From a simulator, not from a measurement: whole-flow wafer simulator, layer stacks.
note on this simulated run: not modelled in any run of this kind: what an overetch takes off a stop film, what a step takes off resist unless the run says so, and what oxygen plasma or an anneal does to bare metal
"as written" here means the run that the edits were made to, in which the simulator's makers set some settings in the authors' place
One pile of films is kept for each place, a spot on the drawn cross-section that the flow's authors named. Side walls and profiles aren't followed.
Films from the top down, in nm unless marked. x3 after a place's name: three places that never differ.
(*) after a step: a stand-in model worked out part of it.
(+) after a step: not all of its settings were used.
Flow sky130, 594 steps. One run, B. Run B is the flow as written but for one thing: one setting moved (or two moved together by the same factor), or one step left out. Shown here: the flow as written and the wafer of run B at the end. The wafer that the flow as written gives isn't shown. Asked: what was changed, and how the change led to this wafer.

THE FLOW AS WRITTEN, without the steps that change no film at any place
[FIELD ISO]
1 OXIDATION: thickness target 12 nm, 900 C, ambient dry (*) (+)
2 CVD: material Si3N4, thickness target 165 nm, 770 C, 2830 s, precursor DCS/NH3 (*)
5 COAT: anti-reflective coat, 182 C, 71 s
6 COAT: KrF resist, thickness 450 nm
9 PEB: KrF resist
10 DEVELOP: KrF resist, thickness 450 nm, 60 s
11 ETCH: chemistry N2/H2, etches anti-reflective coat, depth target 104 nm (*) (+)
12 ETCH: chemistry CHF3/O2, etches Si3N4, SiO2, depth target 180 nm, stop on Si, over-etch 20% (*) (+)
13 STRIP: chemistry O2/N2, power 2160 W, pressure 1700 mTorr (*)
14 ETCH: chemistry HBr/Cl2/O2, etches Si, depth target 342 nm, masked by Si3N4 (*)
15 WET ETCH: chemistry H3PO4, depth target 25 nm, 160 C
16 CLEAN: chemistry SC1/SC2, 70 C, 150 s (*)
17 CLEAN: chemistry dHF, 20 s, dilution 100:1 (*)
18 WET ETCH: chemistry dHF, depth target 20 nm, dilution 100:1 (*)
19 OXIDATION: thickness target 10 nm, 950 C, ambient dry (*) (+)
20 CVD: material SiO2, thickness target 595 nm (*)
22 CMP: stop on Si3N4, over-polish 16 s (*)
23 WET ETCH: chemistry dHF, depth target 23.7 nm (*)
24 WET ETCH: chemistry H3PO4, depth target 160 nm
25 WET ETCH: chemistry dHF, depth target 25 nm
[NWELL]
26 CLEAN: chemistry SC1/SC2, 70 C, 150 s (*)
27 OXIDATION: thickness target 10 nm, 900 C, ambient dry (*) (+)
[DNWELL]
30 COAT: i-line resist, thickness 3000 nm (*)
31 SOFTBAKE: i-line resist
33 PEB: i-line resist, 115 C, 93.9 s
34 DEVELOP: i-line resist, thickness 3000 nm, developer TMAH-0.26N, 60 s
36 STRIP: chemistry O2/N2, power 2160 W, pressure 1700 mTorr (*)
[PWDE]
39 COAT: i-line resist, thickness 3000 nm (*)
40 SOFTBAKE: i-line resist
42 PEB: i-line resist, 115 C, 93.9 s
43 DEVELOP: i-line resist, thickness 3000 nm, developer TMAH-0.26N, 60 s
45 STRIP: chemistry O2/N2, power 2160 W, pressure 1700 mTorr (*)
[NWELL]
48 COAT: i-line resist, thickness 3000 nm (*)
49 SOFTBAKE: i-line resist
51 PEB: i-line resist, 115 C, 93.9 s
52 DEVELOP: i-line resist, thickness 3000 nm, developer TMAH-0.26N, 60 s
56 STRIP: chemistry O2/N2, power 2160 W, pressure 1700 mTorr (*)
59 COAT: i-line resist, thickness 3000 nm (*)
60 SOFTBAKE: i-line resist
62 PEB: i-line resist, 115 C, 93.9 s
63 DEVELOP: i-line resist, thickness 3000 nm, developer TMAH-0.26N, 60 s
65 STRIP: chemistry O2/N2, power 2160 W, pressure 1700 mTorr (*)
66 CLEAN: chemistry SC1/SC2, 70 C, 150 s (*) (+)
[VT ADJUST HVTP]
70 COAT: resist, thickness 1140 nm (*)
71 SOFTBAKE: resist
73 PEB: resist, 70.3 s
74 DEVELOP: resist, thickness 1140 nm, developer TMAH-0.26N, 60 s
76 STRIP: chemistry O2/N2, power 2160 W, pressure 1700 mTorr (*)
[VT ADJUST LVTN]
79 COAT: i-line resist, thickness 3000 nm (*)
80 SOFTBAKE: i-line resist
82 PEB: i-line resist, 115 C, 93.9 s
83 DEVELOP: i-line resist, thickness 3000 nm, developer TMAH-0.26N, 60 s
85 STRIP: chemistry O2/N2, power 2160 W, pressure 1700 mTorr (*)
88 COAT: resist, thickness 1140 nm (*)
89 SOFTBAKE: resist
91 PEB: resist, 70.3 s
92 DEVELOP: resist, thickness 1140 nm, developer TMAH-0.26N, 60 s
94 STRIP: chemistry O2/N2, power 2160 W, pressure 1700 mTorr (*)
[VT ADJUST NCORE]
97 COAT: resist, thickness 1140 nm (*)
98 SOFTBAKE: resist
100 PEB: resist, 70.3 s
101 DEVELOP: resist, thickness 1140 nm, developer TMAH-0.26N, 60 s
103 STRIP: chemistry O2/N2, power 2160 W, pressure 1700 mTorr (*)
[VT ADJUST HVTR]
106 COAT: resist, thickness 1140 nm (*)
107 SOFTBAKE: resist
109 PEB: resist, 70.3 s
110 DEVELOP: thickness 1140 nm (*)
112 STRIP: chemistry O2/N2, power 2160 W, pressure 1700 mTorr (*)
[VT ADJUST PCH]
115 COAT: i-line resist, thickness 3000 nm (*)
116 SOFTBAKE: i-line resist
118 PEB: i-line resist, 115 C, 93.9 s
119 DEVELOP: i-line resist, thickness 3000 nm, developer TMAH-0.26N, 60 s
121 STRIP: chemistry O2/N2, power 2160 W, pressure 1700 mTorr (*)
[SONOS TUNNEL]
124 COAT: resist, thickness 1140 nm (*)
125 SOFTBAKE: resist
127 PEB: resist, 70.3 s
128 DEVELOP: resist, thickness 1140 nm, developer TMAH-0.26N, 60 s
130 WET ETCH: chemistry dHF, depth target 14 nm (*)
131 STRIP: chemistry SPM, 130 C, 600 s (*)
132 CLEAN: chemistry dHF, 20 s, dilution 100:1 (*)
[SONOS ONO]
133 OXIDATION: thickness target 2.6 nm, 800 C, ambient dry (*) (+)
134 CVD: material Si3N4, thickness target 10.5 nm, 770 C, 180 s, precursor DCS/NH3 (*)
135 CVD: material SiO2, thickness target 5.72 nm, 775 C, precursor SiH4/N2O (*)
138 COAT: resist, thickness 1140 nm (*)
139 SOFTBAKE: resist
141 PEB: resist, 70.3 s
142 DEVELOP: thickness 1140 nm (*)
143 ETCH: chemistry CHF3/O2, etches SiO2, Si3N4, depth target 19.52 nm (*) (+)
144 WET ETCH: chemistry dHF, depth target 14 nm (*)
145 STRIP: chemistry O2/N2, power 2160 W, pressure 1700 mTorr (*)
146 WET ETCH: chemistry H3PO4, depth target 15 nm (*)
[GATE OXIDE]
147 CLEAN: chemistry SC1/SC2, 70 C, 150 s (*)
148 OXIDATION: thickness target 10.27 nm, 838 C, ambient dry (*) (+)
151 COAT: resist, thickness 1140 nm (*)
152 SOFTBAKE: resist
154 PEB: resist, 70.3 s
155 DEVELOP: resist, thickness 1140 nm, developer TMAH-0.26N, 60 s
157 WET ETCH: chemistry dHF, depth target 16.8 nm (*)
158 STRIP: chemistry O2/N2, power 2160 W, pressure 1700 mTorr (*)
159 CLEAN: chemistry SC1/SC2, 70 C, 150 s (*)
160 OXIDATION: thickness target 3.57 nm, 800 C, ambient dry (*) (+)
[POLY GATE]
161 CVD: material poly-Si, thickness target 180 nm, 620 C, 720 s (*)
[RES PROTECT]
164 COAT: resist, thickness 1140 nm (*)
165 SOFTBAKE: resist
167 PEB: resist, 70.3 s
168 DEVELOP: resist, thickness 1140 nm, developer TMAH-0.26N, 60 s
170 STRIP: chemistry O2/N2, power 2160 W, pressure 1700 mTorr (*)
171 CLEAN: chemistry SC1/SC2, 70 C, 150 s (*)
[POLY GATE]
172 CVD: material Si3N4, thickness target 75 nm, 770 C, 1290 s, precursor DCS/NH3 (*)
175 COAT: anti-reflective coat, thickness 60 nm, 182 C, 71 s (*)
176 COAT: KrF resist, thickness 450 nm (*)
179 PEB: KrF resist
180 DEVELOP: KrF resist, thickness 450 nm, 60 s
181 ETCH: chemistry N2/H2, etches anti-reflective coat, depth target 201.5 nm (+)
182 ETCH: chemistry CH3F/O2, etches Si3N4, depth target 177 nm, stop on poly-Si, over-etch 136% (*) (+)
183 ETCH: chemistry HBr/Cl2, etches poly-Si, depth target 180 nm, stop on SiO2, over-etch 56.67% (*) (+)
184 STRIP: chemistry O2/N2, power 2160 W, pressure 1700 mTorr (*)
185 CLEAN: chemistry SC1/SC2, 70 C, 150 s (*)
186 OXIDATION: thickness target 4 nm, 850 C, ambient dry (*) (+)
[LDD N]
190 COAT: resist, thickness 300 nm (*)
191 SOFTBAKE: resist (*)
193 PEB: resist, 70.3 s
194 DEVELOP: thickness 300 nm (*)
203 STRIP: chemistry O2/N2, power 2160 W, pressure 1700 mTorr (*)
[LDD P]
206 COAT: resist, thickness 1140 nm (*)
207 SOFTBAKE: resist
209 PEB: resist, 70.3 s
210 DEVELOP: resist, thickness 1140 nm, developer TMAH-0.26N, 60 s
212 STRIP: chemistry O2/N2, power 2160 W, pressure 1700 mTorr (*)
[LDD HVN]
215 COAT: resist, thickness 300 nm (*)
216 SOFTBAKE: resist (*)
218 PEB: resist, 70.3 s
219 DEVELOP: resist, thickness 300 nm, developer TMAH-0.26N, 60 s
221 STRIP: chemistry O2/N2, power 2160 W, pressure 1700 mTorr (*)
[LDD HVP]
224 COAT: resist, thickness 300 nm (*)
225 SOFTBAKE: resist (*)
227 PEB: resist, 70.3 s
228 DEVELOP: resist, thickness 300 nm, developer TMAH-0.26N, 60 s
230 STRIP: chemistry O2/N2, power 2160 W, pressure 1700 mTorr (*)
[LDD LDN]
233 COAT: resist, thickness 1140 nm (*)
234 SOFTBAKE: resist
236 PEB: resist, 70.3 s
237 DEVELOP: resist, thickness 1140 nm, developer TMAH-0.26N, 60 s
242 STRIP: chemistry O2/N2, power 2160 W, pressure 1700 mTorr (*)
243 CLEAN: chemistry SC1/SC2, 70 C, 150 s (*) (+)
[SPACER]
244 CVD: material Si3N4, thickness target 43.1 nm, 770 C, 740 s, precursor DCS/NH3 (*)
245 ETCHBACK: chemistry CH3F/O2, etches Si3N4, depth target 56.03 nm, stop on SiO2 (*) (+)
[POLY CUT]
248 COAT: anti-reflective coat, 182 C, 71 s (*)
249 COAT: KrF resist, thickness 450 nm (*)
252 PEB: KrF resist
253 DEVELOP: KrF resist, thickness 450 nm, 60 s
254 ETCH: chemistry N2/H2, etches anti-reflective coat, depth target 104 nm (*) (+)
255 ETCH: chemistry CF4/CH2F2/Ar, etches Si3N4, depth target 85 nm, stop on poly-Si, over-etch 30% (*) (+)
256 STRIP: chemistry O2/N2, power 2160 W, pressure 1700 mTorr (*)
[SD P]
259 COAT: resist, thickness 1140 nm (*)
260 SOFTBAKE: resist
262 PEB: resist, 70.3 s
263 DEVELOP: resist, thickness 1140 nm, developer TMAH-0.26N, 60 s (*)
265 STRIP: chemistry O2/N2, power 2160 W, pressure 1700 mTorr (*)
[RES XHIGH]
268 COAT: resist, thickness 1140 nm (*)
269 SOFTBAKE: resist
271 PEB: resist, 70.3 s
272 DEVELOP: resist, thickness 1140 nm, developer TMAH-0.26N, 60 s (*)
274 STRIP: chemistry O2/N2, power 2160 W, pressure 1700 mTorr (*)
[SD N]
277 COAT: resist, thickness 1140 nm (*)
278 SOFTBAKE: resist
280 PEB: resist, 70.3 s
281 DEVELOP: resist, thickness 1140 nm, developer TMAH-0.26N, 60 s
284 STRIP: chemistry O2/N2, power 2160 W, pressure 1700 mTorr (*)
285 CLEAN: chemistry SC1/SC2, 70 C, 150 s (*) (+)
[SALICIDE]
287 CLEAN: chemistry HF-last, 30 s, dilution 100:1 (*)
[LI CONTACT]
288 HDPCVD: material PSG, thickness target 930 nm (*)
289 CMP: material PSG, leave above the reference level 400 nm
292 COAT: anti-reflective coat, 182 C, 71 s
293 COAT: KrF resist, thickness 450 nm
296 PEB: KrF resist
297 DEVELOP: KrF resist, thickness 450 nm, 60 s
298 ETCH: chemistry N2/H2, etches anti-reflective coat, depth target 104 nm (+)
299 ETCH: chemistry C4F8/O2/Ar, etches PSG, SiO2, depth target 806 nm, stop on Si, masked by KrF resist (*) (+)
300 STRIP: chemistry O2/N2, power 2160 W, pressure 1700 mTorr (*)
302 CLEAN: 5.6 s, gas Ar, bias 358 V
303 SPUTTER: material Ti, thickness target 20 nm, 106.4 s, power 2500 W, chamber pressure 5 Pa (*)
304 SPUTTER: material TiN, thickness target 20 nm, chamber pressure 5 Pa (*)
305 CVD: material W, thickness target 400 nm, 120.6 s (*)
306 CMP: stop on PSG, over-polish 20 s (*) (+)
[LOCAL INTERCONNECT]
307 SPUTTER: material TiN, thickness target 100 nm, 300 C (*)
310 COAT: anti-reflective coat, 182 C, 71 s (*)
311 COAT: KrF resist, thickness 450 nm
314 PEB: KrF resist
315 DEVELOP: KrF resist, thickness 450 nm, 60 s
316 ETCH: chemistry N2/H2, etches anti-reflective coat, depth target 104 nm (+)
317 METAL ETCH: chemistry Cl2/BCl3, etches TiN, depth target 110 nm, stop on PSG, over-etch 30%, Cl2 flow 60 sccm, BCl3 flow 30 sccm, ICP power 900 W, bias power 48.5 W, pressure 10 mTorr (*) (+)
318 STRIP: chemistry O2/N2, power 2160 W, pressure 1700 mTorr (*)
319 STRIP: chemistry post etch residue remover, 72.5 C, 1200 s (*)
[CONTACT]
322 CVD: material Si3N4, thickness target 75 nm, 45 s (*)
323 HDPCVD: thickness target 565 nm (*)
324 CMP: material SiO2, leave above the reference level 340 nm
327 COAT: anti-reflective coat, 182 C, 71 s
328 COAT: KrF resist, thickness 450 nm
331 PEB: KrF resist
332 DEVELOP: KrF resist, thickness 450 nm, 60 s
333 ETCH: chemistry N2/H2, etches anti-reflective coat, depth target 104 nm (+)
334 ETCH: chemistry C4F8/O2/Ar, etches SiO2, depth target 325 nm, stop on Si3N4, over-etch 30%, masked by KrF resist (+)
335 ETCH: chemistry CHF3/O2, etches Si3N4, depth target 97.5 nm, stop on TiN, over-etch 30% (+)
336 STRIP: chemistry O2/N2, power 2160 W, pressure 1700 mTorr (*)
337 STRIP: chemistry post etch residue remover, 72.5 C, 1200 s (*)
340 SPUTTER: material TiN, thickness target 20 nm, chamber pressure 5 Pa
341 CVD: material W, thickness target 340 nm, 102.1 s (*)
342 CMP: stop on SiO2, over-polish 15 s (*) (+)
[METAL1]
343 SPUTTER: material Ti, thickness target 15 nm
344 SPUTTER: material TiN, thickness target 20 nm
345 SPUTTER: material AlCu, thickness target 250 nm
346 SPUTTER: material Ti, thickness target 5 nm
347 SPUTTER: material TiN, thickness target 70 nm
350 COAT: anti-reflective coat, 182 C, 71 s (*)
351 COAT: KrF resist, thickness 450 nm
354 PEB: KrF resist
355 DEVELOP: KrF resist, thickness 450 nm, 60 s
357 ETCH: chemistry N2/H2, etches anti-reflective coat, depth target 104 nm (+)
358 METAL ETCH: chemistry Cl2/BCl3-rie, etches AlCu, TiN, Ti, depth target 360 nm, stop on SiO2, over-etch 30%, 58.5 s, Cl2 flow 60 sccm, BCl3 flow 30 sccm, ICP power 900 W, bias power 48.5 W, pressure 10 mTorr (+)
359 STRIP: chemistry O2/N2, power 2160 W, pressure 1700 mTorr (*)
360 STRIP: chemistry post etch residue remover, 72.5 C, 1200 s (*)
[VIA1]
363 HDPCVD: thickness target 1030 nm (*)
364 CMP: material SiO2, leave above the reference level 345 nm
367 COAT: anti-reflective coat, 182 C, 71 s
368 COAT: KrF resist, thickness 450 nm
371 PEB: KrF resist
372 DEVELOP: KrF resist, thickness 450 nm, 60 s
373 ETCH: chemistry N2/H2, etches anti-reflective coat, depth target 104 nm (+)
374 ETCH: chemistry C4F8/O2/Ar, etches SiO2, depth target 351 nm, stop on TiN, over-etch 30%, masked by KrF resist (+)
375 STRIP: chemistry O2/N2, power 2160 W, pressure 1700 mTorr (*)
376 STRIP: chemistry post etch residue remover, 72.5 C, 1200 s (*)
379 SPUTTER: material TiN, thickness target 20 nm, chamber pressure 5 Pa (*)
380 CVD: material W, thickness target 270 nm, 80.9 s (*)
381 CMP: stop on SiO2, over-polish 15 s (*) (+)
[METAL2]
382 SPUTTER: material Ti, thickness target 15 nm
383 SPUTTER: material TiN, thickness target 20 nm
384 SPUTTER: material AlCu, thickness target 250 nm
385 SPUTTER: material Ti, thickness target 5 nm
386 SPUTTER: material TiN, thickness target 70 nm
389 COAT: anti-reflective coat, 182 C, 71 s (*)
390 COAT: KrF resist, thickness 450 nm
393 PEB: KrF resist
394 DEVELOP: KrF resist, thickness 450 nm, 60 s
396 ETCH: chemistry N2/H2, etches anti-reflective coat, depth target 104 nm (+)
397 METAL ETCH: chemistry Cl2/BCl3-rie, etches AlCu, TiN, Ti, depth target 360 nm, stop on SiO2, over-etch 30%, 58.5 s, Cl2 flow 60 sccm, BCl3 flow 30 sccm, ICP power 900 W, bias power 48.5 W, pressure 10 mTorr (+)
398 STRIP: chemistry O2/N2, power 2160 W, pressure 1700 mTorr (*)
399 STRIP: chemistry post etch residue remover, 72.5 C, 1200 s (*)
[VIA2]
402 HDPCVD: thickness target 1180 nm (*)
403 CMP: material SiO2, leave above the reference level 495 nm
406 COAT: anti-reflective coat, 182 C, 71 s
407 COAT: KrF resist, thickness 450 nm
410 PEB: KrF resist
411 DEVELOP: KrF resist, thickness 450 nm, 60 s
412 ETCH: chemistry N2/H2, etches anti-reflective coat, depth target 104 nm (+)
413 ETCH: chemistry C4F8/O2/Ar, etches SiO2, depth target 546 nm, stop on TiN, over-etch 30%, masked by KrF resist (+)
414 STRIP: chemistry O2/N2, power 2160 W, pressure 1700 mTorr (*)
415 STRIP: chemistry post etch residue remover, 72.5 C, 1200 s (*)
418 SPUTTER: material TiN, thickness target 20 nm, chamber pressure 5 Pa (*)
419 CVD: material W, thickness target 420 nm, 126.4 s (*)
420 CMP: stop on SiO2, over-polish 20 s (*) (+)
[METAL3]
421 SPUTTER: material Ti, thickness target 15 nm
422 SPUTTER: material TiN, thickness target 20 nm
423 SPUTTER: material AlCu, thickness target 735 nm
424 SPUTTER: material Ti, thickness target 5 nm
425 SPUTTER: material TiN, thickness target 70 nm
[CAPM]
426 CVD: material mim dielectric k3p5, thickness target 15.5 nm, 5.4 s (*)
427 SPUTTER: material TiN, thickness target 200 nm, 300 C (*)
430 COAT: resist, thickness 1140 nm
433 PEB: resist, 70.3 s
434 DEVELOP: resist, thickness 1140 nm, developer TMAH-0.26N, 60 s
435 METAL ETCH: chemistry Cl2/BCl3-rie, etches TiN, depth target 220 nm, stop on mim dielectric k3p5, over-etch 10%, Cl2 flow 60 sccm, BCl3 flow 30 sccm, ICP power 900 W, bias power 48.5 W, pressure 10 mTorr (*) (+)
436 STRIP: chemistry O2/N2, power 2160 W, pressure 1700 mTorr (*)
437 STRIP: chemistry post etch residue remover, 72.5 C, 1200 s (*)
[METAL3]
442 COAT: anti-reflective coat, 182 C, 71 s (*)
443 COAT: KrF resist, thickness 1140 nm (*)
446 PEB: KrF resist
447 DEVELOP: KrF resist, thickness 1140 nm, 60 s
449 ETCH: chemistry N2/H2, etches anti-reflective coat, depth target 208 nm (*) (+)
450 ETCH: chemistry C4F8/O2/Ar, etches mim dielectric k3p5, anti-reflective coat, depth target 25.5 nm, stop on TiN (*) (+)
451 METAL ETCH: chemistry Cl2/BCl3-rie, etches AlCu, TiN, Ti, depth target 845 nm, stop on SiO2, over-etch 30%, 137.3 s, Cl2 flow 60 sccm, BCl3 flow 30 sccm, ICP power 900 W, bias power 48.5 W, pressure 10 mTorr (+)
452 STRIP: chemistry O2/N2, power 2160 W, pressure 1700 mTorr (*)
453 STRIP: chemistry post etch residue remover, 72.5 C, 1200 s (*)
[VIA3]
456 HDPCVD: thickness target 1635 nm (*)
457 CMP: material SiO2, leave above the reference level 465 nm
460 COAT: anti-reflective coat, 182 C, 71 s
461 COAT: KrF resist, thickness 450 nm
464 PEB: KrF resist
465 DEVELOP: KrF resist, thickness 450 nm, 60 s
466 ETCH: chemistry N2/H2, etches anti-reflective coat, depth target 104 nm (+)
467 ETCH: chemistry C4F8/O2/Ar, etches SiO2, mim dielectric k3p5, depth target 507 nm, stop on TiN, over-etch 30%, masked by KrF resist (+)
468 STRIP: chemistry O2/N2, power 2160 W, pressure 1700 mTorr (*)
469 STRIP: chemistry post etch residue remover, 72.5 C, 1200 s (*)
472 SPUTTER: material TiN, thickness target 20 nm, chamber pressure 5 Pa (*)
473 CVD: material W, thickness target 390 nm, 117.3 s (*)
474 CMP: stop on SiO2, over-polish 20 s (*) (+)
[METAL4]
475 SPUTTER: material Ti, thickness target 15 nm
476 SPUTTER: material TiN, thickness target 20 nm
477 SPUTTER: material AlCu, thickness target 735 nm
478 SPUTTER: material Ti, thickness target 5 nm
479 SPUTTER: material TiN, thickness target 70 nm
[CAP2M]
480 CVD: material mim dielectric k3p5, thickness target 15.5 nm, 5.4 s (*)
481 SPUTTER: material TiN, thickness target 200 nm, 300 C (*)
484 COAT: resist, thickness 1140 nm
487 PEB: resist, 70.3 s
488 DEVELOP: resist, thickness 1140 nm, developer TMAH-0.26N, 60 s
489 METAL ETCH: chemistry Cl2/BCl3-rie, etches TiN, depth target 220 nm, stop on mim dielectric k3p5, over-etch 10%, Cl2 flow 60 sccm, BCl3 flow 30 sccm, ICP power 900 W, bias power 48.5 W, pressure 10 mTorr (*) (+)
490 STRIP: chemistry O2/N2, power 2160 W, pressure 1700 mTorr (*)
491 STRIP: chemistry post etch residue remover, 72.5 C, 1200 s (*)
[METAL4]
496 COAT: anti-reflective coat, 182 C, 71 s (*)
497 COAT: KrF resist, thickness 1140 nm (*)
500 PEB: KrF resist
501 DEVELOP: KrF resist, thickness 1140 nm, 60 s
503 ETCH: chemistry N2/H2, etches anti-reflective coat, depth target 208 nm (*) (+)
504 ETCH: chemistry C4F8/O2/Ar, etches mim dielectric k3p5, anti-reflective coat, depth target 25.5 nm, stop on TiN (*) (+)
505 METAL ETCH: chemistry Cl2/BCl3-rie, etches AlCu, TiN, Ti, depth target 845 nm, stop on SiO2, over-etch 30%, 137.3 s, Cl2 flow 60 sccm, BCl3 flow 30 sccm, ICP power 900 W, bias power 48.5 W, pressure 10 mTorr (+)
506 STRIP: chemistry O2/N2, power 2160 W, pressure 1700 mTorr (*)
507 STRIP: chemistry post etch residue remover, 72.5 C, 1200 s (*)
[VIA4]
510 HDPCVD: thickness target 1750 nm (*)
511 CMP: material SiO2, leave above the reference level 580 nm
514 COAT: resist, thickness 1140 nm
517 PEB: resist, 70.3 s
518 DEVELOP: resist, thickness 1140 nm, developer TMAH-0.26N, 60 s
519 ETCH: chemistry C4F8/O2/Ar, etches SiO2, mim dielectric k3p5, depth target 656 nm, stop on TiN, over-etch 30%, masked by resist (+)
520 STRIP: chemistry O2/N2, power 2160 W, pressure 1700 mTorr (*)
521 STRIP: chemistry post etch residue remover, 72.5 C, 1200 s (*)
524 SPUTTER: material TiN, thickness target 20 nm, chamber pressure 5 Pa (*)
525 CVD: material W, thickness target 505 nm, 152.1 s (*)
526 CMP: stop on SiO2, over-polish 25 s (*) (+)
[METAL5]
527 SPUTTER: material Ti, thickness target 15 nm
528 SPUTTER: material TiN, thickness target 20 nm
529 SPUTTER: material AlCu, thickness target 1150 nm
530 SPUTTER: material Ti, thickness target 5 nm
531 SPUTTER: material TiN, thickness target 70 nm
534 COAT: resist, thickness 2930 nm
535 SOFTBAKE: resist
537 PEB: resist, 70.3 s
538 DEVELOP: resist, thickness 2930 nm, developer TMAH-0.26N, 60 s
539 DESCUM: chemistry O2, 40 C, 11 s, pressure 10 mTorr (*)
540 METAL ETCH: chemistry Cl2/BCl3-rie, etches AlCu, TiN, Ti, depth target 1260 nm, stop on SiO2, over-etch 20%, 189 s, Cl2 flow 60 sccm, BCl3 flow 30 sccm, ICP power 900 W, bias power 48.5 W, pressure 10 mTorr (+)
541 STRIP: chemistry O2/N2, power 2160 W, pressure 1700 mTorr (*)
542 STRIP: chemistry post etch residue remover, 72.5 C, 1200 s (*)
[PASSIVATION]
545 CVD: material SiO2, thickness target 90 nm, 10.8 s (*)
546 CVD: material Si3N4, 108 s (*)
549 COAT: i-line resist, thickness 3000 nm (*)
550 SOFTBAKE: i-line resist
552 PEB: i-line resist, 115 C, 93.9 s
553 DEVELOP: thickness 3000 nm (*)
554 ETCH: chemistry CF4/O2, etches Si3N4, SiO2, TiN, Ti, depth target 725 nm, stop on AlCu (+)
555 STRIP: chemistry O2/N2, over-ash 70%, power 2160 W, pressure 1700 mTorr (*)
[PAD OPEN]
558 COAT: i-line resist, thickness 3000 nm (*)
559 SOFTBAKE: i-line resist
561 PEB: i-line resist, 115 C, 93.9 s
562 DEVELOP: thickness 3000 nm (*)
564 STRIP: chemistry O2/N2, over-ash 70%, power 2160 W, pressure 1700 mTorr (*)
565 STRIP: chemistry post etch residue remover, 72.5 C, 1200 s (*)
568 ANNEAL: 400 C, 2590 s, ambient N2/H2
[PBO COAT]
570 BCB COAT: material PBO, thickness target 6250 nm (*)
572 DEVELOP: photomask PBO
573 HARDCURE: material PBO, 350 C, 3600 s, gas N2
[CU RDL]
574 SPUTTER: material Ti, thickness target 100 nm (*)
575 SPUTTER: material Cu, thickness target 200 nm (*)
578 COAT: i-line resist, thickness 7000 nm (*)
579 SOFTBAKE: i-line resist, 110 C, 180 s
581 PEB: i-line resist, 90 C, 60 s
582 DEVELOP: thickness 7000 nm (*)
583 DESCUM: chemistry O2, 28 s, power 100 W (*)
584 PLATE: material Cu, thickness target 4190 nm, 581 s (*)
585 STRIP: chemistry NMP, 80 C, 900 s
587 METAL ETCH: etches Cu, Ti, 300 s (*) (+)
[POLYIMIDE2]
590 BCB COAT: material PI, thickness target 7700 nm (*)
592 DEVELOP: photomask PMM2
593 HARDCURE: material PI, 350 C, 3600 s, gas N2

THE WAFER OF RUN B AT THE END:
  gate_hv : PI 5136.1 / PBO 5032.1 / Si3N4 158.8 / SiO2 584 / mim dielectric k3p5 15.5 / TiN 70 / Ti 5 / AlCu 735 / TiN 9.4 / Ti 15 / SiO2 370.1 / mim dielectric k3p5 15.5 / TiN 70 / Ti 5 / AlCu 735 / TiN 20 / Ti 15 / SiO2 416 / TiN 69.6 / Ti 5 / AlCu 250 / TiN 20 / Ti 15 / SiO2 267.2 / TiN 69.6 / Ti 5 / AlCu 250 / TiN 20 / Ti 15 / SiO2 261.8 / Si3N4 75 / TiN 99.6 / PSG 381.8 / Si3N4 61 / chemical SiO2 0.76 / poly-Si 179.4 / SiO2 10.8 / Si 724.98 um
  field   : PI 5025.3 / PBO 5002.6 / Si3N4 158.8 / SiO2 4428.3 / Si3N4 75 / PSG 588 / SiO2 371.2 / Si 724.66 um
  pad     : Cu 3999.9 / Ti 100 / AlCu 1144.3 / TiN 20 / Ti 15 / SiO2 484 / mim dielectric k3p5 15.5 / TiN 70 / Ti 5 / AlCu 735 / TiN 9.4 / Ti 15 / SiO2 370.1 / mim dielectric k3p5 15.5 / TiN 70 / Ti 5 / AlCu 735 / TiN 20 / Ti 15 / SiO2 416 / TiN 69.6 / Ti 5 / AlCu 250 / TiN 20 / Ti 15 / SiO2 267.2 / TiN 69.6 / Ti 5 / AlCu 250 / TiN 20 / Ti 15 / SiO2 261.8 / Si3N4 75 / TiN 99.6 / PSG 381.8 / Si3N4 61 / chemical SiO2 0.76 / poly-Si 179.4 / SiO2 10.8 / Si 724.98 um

The cause: step 476, SPUTTER: thickness target 9.4 nm was run, where the flow has thickness target 20 nm.
It can be read off the wafer: gate_hv has TiN 9.4, and step 476 as written asks for 20 nm.

How the change led to this, step by step:
  476 SPUTTER: material TiN, thickness target 20 nm
      field, active, n_well and 189 more: TiN +9.4 (new film) (as written it would be: TiN +20 (new film))
  505 METAL ETCH: chemistry Cl2/BCl3-rie, etches AlCu, TiN, Ti, depth target 845 nm, stop on SiO2, over-etch 30%, 137.3 s, Cl2 flow 60 sccm, BCl3 flow 30 sccm, ICP power 900 W, bias power 48.5 W, pressure 10 mTorr (+)
      field, gate, spacer and 68 more: TiN -70 (all of it), Ti -5 (all of it), AlCu -735 (all of it), TiN -9.4 (all of it), Ti -15 (all of it), SiO2 -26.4 (as written it would be: TiN -70 (all of it), Ti -5 (all of it), AlCu -735 (all of it), TiN -20 (all of it), Ti -15 (all of it), SiO2 -25.4)
      active, vpp_iso1, mim_edge_plate and 14 more: TiN -70 (all of it), Ti -5 (all of it), AlCu -735 (all of it), TiN -9.4 (all of it), Ti -15 (all of it), SiO2 -26.4 (as written it would be: TiN -70 (all of it), Ti -5 (all of it), AlCu -735 (all of it), TiN -20 (all of it), Ti -15 (all of it), SiO2 -25.3)
  511 CMP: material SiO2, leave above the reference level 580 nm
      field, active, gate and 77 more: SiO2 -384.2 (as written it would be: SiO2 -374.7)
      iso_guard__w1, mim_edge_gap, vpp_l1ln, vpp_m3ln, rpm_encl, via2_enc, rpm_encl_psd, iso_guard_nsd_tip: SiO2 -384.2 (as written it would be: SiO2 -374.6)
